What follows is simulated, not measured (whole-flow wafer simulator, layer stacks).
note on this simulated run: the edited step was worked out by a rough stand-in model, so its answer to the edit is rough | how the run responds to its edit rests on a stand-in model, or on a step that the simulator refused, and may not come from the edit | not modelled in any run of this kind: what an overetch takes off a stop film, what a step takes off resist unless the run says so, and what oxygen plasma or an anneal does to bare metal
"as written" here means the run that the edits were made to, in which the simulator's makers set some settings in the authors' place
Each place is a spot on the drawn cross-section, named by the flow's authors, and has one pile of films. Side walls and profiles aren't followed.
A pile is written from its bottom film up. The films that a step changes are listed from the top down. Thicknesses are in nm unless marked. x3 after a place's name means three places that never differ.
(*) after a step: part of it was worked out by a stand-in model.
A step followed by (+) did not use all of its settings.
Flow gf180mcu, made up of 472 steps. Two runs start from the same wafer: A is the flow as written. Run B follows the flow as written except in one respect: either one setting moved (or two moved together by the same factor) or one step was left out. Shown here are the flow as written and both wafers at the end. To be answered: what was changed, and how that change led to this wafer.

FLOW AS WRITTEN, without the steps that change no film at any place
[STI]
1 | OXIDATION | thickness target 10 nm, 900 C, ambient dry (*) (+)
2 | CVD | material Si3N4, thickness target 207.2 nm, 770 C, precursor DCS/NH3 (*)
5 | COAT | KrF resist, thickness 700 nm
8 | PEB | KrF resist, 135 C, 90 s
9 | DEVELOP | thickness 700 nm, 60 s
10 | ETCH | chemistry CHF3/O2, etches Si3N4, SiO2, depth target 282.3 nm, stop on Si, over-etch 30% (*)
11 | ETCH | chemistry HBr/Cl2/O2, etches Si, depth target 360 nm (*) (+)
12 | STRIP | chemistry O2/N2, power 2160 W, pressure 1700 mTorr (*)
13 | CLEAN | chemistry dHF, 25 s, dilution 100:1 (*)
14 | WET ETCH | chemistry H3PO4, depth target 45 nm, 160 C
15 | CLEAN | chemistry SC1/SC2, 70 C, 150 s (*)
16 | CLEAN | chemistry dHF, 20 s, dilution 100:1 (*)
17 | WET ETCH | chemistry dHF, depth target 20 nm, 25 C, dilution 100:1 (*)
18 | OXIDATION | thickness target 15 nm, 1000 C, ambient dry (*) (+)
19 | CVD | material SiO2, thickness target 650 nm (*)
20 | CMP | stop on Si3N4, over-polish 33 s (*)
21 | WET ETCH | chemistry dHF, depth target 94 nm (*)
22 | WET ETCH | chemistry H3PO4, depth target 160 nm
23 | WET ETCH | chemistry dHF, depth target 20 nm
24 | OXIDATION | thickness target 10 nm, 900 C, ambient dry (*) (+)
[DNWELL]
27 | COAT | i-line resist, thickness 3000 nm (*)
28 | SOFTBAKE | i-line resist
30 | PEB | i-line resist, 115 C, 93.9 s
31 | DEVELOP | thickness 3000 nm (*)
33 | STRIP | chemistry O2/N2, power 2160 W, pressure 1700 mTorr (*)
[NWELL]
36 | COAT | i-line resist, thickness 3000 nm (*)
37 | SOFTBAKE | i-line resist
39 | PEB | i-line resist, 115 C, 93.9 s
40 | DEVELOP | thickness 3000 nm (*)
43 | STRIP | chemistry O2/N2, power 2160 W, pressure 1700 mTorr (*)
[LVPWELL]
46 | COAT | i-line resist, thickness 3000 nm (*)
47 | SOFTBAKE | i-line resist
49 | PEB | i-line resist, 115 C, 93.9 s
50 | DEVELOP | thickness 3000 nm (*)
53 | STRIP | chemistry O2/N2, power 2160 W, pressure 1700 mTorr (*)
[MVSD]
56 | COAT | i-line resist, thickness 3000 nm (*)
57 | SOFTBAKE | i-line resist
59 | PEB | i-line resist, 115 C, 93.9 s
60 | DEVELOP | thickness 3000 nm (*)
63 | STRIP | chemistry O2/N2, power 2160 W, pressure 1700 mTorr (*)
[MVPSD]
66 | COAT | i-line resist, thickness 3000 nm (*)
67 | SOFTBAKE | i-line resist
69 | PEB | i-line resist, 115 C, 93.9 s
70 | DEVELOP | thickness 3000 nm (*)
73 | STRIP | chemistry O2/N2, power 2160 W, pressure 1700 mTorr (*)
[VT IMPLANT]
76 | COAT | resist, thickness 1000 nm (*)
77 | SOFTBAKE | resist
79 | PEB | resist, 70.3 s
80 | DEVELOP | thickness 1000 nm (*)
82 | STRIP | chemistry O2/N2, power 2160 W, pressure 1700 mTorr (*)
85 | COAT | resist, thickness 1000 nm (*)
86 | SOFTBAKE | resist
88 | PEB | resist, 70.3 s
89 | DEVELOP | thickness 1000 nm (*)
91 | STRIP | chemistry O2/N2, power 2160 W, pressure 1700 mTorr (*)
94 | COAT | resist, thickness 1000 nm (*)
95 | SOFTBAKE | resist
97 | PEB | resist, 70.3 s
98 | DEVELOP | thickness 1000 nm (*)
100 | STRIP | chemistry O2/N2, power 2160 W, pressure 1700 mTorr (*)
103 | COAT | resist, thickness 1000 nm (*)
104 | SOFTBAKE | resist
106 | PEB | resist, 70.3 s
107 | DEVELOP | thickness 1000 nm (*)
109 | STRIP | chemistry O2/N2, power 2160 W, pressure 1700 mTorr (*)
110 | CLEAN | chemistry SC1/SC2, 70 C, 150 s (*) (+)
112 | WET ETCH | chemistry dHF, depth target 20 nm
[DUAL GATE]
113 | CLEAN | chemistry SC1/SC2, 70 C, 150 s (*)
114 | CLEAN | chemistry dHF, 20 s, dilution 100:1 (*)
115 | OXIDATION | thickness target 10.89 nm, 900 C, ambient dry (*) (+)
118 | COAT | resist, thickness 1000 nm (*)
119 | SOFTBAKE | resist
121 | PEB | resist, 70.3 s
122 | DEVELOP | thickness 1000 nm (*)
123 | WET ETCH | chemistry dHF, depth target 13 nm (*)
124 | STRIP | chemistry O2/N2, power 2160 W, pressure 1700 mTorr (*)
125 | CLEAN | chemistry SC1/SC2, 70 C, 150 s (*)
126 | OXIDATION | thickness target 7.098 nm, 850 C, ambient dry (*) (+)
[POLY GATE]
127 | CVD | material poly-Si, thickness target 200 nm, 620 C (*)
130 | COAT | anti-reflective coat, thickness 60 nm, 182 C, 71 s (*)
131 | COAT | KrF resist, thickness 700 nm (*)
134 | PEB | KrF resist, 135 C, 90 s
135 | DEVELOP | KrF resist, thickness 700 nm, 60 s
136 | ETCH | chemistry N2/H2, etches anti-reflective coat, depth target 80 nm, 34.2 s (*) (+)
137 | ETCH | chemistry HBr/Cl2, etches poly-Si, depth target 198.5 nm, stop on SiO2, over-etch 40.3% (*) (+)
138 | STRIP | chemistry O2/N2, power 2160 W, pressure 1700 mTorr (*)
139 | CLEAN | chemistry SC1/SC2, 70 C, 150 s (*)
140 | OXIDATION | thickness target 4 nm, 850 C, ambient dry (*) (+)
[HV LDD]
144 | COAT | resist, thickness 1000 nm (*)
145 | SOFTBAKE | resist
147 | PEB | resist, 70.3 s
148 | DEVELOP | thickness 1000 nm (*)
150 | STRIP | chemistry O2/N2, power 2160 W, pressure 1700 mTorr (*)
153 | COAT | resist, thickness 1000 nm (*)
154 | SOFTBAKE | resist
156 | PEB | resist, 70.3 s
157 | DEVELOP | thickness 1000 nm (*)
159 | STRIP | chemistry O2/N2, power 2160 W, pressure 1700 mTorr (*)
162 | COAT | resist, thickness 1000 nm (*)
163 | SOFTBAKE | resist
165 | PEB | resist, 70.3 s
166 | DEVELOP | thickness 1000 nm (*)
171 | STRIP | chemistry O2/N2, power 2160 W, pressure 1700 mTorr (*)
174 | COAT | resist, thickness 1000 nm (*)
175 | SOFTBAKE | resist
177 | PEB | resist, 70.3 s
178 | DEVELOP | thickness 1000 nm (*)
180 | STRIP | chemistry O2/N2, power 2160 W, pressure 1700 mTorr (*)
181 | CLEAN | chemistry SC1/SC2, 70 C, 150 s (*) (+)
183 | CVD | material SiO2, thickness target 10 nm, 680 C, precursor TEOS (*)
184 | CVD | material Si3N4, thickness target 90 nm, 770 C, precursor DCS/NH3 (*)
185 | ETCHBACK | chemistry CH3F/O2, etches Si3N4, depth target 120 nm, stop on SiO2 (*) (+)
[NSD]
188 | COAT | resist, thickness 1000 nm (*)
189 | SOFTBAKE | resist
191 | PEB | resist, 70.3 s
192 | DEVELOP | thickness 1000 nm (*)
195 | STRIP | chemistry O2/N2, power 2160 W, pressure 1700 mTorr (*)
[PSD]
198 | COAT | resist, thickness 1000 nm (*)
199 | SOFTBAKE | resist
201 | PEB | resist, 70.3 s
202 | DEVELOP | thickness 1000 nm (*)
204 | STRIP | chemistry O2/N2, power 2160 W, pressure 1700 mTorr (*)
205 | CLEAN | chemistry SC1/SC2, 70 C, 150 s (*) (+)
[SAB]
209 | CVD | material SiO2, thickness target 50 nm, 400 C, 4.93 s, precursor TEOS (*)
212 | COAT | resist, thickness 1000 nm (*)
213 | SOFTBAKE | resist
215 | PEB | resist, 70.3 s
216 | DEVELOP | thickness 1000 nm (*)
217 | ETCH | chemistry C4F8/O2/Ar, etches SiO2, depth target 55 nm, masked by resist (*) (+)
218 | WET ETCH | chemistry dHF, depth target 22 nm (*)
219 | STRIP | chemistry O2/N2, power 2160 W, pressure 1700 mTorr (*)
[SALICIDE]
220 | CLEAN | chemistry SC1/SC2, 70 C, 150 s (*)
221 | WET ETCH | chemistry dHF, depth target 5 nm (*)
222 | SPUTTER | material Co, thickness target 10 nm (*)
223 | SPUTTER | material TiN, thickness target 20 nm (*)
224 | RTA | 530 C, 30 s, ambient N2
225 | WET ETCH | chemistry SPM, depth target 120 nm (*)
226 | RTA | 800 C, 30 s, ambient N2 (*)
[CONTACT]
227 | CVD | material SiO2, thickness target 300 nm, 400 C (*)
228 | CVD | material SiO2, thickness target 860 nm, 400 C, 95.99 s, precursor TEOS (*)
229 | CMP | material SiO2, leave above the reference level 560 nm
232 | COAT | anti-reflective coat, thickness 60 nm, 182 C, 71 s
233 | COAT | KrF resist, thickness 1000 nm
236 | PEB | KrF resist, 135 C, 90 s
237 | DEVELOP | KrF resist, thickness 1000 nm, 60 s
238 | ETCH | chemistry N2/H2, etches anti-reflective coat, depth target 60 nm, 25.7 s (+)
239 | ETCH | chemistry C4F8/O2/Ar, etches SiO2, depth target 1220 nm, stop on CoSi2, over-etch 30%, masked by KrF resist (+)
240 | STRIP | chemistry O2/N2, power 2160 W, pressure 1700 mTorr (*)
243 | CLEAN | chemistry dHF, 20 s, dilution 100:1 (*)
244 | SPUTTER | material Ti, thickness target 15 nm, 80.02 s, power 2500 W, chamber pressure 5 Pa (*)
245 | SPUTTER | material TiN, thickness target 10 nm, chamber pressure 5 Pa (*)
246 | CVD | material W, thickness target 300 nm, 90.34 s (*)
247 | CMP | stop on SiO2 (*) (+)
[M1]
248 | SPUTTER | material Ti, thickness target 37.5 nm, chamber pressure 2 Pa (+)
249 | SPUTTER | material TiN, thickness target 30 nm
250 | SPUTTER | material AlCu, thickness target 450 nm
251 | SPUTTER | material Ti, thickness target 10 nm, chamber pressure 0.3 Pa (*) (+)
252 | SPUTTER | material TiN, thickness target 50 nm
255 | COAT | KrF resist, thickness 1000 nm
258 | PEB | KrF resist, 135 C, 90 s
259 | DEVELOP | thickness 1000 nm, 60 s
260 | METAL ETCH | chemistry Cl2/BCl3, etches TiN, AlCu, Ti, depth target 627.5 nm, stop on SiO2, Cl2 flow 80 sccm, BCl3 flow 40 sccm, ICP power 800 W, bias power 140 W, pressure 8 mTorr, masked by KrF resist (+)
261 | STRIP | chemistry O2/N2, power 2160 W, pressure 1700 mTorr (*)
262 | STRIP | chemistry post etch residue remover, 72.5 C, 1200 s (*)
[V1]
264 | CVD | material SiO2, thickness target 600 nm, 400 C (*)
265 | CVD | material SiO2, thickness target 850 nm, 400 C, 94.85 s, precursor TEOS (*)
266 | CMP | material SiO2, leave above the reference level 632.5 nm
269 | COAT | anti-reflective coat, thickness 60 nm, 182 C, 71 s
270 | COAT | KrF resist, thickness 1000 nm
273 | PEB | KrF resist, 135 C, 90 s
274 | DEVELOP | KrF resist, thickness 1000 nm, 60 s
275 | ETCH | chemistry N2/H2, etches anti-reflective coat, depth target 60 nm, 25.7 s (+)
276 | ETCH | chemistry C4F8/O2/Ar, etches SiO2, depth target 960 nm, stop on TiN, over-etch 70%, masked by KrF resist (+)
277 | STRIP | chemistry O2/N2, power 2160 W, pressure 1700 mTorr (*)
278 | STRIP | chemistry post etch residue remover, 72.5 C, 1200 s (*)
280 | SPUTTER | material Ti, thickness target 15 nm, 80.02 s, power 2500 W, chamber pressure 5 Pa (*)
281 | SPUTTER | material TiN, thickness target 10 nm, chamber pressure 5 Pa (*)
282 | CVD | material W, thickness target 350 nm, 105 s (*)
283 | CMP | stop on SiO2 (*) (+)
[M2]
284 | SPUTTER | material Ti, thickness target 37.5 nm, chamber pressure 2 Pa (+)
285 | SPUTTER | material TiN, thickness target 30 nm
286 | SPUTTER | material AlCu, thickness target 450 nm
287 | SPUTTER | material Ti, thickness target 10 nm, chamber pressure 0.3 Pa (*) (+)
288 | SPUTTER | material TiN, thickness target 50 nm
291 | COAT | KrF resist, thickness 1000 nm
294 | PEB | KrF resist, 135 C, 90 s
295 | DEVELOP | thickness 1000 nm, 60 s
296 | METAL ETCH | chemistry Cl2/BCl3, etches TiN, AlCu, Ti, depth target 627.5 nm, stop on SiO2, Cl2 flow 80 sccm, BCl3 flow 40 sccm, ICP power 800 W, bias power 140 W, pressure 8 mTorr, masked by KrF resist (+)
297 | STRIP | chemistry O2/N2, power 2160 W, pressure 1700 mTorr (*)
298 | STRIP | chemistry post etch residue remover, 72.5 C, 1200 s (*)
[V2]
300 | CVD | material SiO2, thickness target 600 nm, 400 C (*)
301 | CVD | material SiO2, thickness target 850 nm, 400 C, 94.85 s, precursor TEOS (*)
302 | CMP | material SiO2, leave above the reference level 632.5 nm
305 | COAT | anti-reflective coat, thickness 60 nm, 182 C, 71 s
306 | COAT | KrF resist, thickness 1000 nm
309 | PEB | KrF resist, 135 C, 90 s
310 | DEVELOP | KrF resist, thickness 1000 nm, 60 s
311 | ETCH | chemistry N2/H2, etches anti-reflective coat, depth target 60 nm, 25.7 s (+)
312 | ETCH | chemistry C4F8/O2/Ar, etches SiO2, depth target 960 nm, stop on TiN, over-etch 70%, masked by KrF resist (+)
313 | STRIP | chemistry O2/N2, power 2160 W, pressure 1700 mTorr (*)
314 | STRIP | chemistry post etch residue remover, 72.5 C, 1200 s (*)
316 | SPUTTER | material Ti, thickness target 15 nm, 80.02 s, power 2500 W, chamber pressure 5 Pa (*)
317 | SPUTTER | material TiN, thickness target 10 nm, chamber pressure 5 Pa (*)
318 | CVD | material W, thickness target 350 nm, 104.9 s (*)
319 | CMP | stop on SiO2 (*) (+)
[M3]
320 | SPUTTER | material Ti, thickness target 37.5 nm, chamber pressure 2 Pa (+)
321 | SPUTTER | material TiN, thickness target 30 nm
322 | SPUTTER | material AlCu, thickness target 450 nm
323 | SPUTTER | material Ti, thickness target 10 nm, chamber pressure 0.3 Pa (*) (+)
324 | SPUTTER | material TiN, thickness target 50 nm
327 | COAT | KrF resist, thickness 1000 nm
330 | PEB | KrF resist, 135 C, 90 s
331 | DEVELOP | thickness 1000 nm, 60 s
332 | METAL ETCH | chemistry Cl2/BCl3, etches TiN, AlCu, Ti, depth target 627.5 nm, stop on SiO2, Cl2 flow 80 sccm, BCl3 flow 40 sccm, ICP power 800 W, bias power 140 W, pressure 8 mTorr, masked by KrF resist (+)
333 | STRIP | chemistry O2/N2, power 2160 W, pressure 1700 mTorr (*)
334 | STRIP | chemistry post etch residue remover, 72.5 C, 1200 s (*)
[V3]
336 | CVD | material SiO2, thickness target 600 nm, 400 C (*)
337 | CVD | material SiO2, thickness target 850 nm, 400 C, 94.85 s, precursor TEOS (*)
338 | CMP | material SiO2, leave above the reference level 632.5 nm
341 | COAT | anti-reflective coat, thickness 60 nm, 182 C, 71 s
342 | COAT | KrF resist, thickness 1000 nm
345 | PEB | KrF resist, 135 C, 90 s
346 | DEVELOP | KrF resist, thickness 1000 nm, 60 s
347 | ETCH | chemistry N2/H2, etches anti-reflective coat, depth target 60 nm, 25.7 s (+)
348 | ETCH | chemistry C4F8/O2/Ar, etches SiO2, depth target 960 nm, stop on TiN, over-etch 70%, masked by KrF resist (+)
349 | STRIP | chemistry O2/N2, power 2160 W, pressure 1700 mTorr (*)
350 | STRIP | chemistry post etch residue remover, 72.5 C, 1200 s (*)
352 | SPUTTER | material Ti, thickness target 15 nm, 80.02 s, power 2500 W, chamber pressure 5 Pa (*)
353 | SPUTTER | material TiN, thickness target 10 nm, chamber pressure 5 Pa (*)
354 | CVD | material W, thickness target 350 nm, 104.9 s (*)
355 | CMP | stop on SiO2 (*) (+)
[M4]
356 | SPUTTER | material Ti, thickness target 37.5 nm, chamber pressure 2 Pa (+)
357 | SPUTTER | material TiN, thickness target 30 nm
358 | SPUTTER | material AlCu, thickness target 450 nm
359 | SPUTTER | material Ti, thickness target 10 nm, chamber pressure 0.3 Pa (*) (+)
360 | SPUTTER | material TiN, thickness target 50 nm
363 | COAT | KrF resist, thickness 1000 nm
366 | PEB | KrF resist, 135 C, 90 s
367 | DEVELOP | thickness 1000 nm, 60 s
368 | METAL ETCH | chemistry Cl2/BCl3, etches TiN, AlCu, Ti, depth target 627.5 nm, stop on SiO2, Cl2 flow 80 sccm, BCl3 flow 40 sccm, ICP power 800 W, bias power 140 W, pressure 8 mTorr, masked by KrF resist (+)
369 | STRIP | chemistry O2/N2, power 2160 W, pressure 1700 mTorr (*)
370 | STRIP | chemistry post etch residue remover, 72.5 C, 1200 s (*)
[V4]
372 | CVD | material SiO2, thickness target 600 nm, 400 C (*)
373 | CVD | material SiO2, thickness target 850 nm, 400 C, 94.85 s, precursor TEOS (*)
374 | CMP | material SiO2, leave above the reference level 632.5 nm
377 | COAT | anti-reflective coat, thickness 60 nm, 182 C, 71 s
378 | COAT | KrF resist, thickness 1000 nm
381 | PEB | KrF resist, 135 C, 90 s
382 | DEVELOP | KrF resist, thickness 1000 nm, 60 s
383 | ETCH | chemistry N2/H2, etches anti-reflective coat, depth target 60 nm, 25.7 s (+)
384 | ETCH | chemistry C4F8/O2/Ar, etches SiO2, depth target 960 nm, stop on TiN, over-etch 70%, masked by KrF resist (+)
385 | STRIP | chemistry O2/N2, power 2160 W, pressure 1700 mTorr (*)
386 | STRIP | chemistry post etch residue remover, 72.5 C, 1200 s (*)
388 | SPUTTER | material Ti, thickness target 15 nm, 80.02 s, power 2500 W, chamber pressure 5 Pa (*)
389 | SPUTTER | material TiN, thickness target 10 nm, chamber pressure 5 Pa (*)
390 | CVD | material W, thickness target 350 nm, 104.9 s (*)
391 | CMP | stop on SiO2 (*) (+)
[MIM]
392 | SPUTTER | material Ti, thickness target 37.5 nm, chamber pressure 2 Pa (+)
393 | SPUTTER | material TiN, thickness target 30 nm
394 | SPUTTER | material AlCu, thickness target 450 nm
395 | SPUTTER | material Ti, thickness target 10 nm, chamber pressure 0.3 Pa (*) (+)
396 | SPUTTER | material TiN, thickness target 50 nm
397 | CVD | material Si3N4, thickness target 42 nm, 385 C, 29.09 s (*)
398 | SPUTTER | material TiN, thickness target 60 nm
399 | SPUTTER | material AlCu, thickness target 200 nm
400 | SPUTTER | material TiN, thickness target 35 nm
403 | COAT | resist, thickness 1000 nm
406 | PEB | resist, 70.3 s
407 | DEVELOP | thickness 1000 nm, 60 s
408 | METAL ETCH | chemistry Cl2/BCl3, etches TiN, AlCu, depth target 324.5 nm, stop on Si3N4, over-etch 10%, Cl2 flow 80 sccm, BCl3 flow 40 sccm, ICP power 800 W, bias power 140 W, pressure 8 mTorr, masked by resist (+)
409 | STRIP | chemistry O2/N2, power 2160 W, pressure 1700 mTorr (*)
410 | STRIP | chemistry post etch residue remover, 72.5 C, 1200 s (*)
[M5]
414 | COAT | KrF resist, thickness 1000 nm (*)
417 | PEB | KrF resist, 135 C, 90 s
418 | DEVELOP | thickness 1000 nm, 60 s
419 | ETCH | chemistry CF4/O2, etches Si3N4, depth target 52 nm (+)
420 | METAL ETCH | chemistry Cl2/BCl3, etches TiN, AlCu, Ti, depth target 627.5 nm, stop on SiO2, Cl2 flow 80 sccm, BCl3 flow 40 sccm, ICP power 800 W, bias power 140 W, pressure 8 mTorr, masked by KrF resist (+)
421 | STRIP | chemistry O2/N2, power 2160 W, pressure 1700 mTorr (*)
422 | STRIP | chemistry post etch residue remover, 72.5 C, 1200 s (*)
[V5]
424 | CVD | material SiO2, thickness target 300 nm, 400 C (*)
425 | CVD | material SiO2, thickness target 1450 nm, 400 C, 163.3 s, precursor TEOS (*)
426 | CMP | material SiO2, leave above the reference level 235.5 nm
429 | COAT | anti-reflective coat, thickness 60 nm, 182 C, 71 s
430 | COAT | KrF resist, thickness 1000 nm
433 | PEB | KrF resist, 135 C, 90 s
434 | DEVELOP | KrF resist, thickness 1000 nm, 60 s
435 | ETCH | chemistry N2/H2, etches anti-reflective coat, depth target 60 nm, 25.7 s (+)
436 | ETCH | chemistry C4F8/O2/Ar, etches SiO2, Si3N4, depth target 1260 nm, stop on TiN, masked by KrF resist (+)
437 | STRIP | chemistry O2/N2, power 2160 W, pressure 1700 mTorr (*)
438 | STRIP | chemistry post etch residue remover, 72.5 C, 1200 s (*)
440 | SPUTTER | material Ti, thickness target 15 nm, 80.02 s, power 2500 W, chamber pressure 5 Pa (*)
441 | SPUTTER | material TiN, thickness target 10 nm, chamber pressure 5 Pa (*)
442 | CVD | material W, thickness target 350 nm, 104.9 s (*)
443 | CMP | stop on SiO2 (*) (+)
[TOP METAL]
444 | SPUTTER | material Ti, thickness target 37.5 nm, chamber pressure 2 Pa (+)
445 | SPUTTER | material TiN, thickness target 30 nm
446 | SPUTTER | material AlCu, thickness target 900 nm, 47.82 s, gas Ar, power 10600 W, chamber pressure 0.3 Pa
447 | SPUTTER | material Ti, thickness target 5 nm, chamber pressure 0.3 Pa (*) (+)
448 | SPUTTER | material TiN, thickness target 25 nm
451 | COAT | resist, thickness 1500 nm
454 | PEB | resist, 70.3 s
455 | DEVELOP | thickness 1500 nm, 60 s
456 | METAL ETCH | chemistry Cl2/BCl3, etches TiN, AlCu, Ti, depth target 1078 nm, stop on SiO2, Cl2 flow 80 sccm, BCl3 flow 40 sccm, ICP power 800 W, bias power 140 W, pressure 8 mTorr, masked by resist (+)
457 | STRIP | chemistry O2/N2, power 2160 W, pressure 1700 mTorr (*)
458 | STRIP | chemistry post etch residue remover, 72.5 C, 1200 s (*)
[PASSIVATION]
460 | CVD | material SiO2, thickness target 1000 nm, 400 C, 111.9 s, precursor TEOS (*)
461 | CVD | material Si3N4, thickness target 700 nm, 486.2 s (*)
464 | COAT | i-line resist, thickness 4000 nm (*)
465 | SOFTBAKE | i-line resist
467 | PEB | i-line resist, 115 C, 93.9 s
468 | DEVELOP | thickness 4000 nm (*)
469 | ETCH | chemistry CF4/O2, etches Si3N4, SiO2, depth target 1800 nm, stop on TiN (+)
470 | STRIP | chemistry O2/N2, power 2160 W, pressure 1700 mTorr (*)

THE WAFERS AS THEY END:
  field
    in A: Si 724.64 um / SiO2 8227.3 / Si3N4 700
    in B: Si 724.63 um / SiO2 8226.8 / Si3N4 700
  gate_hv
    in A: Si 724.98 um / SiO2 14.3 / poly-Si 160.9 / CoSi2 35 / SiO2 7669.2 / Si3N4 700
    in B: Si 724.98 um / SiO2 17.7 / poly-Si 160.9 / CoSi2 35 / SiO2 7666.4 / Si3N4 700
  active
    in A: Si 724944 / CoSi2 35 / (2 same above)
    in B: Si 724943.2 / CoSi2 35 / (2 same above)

What caused this: step 115, OXIDATION: thickness target 14.7 nm was run, whereas the flow has thickness target 10.89 nm.

Step by step, how the change led to this:
  115 | OXIDATION | thickness target 10.89 nm, 900 C, ambient dry (*) (+)
      active, n_well, p_well and 40 more: A SiO2 gains 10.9 (new film), Si loses 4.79 | B SiO2 gains 14.7 (new film), Si loses 6.47
      sti, mim_1p0, pad and 19 more: A SiO2 gains 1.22, Si loses 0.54 | B SiO2 gains 1.96, Si loses 0.86
      (also at 27 further places)
  123 | WET ETCH | chemistry dHF, depth target 13 nm (*)
      active, n_well, p_well and 12 more: A SiO2 loses 10.9 (all of it) | B SiO2 loses 13
  124 | STRIP | chemistry O2/N2, power 2160 W, pressure 1700 mTorr (*)
      active, n_well, p_well and 12 more: A chemical SiO2 gains 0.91 (new film), Si loses 0.4 | B nothing
  126 | OXIDATION | thickness target 7.098 nm, 850 C, ambient dry (*) (+)
      active, n_well, p_well and 12 more: A SiO2 gains 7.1 (new film), chemical SiO2 loses 0.76 (all of it), Si loses 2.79 | B SiO2 gains 5.74, Si loses 2.53
  130 | COAT | anti-reflective coat, thickness 60 nm, 182 C, 71 s (*)
      p_well, spacer, sd_n: A anti-reflective coat gains 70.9 (new film) | B anti-reflective coat gains 72.5 (new film)
  136 | ETCH | chemistry N2/H2, etches anti-reflective coat, depth target 80 nm, 34.2 s (*) (+)
      p_well, spacer, sd_n: A anti-reflective coat loses 70.9 (all of it), poly-Si loses 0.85 | B anti-reflective coat loses 72.5 (all of it), poly-Si loses 0.81
  189 | SOFTBAKE | resist
      field__w9: A resist gains 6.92 | B resist loses 3.07
      active_hv: A resist gains 2.68 | B resist loses 0.58
      (also at 1 further place)
  199 | SOFTBAKE | resist
      field__w9: A resist gains 6.92 | B resist loses 3.07
      active_hv: A resist gains 2.68 | B resist loses 0.58
      (also at 1 further place)
  218 | WET ETCH | chemistry dHF, depth target 22 nm (*)
      ldn_tap, ldn_src, ldn_drn, ldp_tap, ldp_src, ldp_drn, ldp_gr: A SiO2 loses 16 (all of it) | B SiO2 loses 19.3 (all of it)
      ld_drn_n, ld_sd_p: A SiO2 loses 14.8 (all of it) | B SiO2 loses 18.2 (all of it)
      (also at 5 further places)
